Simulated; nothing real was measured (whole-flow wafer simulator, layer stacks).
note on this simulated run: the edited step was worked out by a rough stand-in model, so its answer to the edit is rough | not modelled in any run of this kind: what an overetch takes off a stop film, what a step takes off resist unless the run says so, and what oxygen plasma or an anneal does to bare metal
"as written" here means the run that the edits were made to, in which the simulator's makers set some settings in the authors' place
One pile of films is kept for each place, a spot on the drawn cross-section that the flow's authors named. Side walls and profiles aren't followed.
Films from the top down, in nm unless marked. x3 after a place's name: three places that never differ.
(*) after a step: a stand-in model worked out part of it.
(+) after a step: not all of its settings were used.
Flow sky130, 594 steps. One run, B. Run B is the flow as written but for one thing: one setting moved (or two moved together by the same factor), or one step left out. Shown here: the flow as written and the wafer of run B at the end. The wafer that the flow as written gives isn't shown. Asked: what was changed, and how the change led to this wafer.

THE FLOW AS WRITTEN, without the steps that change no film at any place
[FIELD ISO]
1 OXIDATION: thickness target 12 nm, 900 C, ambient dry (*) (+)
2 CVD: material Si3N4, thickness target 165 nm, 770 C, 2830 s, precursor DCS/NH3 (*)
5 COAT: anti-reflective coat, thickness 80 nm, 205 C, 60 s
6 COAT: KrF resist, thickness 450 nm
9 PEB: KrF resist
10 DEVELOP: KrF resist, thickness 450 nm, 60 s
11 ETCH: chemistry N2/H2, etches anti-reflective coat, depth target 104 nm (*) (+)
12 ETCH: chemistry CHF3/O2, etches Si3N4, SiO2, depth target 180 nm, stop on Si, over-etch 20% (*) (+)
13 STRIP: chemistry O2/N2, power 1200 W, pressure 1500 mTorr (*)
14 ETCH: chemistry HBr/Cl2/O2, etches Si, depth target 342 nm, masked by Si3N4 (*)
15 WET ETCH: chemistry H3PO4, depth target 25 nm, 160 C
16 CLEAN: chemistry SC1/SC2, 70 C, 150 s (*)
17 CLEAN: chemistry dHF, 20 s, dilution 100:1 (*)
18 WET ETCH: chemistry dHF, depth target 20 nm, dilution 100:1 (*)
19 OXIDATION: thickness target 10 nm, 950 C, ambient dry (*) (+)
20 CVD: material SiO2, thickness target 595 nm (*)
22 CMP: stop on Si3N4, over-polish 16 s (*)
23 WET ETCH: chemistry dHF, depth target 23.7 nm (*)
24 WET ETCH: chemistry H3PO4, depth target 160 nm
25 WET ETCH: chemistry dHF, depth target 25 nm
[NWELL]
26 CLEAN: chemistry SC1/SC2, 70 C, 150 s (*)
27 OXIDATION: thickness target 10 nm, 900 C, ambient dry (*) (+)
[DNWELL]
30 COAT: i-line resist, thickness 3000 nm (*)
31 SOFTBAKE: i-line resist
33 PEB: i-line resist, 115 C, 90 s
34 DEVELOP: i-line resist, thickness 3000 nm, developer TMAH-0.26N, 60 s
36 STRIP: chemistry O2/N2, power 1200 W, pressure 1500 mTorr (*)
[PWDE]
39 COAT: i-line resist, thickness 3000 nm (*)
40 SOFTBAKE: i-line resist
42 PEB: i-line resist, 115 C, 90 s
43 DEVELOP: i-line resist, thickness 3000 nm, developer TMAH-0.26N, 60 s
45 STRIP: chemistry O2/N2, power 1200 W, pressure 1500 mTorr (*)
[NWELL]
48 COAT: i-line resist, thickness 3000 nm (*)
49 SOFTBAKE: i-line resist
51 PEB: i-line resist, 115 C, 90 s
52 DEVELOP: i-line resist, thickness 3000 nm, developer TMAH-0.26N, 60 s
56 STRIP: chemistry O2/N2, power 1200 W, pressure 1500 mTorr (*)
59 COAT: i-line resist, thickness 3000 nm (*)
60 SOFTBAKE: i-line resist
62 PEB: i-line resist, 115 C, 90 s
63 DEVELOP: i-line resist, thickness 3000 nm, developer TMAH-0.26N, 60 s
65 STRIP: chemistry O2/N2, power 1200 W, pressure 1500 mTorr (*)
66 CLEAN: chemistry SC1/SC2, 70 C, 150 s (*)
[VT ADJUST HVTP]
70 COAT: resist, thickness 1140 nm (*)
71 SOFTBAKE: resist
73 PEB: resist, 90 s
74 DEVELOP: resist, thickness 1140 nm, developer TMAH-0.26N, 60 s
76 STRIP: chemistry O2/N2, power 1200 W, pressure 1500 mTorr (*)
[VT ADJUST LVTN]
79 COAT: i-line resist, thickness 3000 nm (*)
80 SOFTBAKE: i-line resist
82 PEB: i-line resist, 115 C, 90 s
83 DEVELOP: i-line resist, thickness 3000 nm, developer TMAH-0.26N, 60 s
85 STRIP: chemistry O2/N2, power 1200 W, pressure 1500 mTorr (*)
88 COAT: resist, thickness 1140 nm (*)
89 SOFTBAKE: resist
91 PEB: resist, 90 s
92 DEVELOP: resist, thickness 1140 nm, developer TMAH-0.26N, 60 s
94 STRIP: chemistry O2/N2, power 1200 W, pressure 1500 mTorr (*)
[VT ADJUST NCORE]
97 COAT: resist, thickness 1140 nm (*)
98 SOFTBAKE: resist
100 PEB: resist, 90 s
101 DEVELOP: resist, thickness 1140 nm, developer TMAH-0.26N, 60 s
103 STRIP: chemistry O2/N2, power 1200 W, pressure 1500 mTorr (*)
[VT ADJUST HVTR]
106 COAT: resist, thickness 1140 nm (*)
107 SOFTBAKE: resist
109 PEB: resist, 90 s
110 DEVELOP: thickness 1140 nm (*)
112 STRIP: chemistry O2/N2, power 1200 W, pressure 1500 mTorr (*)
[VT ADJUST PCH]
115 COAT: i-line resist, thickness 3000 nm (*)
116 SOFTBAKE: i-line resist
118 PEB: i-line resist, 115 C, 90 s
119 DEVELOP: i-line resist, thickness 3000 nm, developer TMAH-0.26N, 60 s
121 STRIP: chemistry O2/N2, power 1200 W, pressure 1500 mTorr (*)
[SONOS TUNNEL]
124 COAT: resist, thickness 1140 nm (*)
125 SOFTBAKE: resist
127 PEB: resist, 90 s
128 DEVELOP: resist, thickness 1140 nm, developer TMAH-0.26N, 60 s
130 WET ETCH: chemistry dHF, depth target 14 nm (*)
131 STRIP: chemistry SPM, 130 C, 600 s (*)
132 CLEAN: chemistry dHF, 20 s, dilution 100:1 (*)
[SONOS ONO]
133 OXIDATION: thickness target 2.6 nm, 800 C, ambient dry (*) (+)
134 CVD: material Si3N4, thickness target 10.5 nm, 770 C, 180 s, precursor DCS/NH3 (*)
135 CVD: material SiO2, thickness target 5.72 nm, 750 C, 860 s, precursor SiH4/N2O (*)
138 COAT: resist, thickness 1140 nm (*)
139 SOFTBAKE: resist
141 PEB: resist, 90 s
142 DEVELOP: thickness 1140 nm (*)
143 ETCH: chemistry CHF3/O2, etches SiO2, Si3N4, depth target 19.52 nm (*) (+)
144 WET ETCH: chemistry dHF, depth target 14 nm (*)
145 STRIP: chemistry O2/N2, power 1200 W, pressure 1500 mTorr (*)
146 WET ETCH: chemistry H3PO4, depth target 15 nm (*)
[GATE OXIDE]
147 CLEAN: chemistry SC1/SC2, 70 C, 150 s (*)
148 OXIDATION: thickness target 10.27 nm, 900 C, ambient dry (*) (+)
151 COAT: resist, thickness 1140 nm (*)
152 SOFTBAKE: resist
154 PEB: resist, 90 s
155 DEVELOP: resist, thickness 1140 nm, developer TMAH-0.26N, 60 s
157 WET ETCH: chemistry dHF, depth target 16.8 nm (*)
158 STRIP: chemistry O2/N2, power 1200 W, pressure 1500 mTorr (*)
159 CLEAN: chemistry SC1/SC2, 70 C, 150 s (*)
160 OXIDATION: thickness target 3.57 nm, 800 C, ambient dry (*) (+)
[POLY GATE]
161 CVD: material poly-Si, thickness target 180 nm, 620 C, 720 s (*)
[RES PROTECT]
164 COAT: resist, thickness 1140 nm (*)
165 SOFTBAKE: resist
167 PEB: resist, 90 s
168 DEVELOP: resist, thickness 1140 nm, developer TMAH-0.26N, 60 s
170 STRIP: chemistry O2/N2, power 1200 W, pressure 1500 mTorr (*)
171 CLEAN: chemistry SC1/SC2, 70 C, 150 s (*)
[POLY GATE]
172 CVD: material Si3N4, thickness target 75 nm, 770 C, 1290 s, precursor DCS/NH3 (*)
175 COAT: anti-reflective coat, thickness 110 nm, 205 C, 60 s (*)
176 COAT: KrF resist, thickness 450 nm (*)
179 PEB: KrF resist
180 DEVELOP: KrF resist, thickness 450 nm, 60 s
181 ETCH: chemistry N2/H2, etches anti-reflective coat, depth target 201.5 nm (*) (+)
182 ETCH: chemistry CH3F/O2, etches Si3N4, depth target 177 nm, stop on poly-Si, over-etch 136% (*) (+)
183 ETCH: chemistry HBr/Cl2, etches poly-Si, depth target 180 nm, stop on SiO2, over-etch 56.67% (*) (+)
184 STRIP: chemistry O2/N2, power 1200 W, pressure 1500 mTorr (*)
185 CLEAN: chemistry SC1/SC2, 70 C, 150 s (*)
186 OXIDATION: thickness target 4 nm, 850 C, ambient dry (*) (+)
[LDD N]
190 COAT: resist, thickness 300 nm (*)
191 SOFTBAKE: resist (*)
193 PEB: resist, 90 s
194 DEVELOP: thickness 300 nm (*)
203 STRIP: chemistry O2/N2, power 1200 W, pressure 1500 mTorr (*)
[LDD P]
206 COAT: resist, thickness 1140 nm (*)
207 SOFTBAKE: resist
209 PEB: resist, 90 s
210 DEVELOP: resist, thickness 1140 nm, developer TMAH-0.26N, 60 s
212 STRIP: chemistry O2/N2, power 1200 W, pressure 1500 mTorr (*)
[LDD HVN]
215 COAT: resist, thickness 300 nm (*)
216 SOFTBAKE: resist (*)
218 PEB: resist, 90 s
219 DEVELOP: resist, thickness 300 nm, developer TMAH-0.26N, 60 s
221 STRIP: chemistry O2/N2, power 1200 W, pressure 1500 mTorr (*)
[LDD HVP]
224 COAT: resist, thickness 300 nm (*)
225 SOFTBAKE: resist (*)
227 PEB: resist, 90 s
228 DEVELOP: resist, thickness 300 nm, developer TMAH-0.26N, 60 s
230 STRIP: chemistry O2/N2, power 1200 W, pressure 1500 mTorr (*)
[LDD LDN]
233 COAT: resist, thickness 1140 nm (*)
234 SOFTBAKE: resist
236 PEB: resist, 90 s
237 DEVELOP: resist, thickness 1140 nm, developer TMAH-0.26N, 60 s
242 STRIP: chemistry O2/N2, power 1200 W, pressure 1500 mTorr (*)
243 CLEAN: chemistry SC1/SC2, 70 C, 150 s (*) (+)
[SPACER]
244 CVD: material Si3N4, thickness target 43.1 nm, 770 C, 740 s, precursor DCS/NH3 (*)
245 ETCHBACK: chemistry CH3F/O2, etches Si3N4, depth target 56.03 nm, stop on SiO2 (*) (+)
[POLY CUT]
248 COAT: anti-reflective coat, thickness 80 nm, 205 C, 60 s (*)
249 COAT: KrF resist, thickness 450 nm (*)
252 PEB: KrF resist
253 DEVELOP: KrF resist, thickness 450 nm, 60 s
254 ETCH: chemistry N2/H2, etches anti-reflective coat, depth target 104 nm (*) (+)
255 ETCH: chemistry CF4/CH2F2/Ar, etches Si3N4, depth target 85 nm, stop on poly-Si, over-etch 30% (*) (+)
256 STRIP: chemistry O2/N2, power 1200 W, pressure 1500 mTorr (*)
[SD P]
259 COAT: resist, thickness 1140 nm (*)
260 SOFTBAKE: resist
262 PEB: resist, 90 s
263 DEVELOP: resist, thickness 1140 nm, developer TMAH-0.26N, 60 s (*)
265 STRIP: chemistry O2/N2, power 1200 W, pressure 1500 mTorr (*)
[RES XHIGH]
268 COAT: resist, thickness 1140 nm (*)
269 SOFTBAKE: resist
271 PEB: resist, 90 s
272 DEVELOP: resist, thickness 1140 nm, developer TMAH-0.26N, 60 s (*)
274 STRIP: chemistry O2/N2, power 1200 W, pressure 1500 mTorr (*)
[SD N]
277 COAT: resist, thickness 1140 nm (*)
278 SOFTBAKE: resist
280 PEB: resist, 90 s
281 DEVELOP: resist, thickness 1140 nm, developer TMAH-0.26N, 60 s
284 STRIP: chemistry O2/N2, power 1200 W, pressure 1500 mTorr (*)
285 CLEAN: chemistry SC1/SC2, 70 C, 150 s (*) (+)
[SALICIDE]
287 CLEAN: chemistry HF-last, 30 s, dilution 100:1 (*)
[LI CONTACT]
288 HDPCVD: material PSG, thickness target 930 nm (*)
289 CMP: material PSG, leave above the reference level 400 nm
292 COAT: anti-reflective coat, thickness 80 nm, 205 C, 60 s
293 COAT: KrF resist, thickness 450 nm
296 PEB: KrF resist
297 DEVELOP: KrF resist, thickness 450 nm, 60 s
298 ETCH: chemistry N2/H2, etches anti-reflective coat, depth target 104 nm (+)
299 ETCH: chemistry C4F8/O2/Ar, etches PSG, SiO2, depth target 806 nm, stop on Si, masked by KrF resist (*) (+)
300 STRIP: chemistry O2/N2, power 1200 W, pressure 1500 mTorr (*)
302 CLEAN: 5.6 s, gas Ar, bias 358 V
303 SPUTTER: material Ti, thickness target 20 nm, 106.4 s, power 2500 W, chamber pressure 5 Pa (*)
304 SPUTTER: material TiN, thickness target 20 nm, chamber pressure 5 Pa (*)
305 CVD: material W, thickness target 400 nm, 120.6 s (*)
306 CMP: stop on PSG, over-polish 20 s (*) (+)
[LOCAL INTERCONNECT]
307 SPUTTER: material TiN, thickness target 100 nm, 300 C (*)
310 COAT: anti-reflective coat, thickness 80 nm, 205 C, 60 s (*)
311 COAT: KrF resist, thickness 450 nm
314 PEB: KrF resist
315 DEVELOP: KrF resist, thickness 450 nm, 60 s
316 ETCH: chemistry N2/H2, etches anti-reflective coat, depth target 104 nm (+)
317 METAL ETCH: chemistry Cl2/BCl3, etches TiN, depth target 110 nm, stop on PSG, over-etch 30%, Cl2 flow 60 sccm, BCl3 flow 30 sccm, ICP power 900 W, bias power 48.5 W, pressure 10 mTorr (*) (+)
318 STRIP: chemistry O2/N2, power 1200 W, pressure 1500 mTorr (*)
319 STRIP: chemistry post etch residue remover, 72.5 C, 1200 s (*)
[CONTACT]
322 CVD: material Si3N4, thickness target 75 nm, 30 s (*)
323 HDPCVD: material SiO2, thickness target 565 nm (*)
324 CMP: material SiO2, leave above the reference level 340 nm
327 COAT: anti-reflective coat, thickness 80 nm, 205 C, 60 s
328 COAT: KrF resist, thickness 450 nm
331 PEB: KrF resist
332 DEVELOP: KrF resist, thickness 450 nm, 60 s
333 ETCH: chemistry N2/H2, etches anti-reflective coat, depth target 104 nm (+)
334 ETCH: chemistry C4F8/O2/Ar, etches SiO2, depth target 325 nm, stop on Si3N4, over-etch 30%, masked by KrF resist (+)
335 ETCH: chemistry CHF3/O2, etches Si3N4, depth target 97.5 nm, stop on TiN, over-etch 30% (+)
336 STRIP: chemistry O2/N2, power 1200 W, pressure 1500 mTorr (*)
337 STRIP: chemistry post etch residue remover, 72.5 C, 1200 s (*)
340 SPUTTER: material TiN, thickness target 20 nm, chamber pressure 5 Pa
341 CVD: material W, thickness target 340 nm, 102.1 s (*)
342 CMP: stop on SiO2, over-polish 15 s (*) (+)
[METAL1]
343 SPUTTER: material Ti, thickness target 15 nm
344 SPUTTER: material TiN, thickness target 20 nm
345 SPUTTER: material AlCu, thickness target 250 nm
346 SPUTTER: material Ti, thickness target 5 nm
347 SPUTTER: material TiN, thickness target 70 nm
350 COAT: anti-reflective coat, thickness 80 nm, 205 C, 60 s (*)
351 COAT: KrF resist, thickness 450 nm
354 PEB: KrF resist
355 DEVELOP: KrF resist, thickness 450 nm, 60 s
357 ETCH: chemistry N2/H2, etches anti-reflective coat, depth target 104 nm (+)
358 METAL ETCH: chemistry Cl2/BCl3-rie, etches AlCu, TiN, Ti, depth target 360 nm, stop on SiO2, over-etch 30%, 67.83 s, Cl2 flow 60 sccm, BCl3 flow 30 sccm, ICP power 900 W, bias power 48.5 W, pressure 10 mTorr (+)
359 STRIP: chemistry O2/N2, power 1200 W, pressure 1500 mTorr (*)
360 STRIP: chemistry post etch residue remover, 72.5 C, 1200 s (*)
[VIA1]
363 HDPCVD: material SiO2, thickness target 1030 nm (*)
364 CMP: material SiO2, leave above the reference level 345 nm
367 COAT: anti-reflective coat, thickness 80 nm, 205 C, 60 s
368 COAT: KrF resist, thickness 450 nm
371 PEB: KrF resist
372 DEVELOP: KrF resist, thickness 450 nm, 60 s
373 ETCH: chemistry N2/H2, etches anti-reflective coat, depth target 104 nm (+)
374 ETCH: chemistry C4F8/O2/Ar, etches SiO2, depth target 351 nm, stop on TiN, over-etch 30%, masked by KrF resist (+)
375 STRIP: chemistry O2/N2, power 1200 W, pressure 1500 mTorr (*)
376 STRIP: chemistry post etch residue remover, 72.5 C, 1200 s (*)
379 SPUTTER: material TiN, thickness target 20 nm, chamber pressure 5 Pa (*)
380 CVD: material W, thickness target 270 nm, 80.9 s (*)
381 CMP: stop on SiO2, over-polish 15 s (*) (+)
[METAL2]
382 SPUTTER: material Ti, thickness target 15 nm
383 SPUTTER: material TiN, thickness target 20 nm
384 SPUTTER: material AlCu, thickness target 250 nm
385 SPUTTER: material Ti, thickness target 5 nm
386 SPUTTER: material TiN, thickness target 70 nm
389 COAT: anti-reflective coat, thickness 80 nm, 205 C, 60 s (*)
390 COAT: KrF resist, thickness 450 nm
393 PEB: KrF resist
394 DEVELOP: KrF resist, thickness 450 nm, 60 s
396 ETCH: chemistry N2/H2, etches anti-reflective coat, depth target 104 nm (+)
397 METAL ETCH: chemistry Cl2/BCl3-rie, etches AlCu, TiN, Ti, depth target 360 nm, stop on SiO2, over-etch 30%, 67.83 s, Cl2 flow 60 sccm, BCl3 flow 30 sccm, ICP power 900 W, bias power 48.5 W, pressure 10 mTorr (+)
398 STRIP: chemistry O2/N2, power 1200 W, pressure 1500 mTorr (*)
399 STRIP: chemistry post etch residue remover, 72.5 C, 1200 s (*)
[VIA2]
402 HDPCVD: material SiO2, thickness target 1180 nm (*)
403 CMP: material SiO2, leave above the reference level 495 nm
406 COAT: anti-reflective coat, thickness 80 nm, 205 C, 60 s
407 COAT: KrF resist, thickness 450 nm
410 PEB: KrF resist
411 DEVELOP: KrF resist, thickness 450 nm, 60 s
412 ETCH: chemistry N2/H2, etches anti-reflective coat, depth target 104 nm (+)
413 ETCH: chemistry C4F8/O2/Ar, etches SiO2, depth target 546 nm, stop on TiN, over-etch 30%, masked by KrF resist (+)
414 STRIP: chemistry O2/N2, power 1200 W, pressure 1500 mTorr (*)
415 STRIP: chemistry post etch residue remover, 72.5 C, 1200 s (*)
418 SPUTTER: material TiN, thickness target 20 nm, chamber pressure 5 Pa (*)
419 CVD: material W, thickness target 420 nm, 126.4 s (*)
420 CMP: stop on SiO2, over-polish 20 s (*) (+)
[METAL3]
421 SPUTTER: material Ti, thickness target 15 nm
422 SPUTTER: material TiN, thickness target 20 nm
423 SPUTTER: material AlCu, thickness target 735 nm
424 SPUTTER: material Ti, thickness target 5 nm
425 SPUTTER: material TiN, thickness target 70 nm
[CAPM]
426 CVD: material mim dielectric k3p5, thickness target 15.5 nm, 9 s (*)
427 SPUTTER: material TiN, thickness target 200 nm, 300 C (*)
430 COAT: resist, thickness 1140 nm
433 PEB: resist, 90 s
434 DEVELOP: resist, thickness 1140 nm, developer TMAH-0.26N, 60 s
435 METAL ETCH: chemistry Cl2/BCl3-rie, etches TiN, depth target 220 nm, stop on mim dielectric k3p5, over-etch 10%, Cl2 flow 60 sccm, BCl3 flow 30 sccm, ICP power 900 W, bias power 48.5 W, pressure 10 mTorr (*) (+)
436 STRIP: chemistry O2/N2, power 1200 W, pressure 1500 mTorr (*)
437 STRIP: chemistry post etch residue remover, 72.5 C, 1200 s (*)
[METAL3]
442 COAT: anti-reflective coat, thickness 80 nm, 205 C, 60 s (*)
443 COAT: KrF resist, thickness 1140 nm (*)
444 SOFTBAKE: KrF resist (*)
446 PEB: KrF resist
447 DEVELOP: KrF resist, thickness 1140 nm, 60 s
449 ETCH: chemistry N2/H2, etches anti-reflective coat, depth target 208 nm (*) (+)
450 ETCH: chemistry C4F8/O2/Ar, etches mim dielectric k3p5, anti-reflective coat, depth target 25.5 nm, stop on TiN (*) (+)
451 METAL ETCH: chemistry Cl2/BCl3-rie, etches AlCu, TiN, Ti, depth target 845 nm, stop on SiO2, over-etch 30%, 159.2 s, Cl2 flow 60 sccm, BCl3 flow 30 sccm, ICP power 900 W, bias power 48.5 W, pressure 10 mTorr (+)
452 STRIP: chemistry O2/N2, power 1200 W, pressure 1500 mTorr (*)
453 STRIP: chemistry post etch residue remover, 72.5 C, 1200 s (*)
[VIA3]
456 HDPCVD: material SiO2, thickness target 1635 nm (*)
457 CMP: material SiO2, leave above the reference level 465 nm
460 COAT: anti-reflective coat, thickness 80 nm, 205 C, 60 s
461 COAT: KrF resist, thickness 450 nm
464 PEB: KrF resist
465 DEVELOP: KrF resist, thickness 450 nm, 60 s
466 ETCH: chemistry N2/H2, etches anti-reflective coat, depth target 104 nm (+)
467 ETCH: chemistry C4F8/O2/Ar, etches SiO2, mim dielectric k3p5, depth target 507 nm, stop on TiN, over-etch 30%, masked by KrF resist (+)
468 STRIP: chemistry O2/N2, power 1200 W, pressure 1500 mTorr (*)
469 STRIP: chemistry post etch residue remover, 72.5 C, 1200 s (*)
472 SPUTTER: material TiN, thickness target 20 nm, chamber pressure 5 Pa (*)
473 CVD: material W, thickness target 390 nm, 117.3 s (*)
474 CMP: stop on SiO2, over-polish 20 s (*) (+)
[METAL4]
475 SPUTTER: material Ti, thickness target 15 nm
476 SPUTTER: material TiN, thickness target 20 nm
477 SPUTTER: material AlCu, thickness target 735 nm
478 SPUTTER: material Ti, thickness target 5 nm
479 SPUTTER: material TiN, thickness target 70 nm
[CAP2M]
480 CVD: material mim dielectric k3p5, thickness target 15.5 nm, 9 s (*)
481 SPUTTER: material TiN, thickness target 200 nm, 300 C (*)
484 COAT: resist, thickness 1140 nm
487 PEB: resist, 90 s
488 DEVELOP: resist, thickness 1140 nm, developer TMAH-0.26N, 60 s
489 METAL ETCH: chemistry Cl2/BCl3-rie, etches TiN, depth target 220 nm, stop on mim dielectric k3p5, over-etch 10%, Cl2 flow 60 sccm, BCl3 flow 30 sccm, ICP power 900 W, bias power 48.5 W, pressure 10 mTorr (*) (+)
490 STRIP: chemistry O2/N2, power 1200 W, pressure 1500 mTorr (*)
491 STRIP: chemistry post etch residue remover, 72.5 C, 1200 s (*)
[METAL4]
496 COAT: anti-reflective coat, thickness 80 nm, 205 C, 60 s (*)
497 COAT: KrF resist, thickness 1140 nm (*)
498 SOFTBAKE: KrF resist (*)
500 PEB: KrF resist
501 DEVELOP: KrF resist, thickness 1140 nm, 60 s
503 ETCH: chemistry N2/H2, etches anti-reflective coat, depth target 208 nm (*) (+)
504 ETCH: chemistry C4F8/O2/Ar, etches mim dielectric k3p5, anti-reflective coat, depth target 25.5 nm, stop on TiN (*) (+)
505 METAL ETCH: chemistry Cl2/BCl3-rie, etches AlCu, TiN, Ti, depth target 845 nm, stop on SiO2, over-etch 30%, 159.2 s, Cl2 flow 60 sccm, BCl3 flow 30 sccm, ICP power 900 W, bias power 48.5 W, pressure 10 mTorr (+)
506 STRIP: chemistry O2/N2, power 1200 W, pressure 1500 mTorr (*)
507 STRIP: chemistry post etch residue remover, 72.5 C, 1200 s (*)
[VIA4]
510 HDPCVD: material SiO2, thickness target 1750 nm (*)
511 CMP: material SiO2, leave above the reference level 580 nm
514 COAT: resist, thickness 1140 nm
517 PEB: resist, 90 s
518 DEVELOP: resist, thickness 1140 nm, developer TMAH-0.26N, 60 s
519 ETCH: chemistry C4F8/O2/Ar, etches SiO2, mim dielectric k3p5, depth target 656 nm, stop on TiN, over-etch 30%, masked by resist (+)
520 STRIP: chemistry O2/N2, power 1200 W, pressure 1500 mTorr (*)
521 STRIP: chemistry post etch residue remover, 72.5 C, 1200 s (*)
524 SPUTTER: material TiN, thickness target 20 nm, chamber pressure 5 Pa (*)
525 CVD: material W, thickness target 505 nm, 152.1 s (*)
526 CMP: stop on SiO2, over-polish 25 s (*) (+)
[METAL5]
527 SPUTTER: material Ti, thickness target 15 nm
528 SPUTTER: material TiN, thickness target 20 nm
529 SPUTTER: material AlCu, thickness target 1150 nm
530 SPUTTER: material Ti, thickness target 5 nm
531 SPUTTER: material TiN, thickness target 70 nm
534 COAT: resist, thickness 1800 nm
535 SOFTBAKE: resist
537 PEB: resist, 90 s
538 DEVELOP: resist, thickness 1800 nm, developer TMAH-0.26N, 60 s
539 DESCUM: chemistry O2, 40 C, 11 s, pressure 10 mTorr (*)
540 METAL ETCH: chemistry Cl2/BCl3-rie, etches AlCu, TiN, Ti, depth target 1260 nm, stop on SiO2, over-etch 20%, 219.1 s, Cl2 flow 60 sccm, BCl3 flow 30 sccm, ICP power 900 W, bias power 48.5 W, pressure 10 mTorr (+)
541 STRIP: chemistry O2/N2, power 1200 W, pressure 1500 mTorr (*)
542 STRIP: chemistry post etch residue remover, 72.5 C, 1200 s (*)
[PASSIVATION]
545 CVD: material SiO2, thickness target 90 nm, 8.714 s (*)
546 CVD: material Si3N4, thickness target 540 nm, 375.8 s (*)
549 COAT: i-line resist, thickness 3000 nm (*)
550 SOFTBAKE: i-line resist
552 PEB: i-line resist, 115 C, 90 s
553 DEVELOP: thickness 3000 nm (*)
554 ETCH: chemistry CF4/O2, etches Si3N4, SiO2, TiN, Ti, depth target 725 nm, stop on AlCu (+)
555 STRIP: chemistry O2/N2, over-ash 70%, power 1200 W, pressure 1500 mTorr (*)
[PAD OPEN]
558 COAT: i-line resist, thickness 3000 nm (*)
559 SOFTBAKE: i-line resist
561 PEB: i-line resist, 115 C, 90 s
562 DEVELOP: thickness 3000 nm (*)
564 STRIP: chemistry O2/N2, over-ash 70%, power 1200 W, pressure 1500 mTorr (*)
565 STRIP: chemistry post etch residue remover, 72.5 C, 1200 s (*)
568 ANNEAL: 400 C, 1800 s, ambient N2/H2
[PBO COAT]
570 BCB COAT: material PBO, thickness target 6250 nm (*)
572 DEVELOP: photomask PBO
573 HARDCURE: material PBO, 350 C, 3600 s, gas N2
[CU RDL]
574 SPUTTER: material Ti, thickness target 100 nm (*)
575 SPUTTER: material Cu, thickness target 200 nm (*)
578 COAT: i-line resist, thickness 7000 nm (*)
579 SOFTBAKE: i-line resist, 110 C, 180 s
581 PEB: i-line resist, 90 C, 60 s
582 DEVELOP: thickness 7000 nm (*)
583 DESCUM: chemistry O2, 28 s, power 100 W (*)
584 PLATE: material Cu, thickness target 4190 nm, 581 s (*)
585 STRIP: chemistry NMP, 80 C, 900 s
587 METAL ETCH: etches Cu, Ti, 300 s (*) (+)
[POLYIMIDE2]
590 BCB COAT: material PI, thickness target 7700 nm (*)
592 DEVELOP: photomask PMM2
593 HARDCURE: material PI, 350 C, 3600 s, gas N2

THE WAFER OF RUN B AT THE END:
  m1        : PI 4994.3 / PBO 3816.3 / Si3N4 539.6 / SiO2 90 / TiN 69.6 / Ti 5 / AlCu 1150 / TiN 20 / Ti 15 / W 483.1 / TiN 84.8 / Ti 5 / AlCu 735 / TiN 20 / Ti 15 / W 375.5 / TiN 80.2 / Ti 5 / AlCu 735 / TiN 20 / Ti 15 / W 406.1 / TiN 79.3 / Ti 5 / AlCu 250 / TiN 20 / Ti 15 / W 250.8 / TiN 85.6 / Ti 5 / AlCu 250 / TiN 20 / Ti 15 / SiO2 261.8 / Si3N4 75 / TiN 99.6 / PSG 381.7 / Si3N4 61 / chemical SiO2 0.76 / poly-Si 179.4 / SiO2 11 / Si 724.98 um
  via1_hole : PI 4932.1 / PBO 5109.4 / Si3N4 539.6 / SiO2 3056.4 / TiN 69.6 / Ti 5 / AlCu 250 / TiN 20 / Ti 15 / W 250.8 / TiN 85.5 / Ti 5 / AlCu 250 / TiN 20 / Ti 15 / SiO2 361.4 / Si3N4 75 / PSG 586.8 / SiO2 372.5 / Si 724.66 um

The cause: step 379, SPUTTER: thickness target 30 nm was run, where the flow has thickness target 20 nm.

How the change led to this, step by step:
  379 SPUTTER: material TiN, thickness target 20 nm, chamber pressure 5 Pa (*)
      field, active, n_well and 186 more: TiN +30 (new film) (as written it would be: TiN +20 (new film))
      m1: TiN +16.4 (as written it would be: TiN +11)
      (and at 1 more place)
  381 CMP: stop on SiO2, over-polish 15 s (*) (+)
      field, active, n_well and 186 more: W -270 (all of it), TiN -30 (all of it), SiO2 -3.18 (as written it would be: W -270 (all of it), TiN -20 (all of it), SiO2 -3.18)
      m1, via1_hole: W -303.6 (as written it would be: W -293.6)
